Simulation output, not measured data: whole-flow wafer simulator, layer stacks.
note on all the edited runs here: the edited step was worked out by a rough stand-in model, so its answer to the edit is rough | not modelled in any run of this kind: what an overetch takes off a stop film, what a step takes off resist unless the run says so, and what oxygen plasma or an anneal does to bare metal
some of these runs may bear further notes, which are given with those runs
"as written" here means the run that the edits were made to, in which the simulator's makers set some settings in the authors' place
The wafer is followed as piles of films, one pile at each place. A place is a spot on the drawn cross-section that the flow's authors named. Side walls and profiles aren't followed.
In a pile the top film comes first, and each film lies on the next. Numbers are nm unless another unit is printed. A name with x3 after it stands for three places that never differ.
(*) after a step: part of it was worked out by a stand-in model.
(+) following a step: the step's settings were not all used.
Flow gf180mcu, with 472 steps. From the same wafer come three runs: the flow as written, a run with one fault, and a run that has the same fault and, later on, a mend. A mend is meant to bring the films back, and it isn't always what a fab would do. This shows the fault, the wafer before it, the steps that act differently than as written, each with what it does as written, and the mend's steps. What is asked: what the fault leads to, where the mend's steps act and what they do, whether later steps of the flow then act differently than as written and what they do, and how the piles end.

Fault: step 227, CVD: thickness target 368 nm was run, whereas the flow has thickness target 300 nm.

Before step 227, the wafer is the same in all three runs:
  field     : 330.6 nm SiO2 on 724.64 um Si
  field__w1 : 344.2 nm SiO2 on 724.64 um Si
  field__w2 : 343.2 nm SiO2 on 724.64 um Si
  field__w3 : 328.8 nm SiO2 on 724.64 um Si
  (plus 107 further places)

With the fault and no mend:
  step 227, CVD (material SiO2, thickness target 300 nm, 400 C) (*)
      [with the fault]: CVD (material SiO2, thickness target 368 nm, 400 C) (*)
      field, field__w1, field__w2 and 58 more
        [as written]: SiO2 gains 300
        [with the fault]: SiO2 gains 368
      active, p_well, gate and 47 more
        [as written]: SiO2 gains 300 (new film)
        [with the fault]: SiO2 gains 368 (new film)
  Steps further on in the flow that do not act as written (2 more steps, not shown, differ only slightly: by at most 2% or 0.5 nm, whichever is larger):
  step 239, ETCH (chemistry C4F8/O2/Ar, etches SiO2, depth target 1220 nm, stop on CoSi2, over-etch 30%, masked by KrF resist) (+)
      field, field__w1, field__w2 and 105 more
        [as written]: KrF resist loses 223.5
        [with the fault]: KrF resist loses 241.2
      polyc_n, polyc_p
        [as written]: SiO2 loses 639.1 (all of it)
        [with the fault]: SiO2 loses 707.1 (all of it)
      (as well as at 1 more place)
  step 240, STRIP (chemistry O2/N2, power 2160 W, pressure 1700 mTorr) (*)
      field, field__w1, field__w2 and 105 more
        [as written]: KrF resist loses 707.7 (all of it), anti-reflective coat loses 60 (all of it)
        [with the fault]: KrF resist loses 690 (all of it), anti-reflective coat loses 60 (all of it)
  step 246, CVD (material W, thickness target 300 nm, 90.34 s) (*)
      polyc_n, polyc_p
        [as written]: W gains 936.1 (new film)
        [with the fault]: W gains 1004.1 (new film)
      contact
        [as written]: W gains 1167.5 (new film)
        [with the fault]: W gains 1236.1 (new film)
  The piles end different from the flow's at field__w8, contact, m1 and 6 more by more than 2% or 0.5 nm, whichever is larger.
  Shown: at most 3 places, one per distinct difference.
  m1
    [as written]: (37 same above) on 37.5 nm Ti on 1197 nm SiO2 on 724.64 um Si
    [with the fault]: (37 same above) on 37.5 nm Ti on 1265 nm SiO2 on 724.64 um Si
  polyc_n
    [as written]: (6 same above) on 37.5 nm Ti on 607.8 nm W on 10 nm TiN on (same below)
    [with the fault]: (6 same above) on 37.5 nm Ti on 675.8 nm W on 10 nm TiN on (same below)
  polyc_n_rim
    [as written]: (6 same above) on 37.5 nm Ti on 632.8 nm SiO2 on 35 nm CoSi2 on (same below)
    [with the fault]: (6 same above) on 37.5 nm Ti on 700.8 nm SiO2 on 35 nm CoSi2 on (same below)

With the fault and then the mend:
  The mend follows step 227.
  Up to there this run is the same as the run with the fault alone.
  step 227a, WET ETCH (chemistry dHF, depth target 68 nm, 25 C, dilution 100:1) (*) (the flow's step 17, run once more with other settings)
      field, field__w1, field__w2 and 108 more
        SiO2 loses 68
  Every later step of the flow that is run acts as written at every place that is followed.
  The piles end the same as the flow's at every place that both follow.
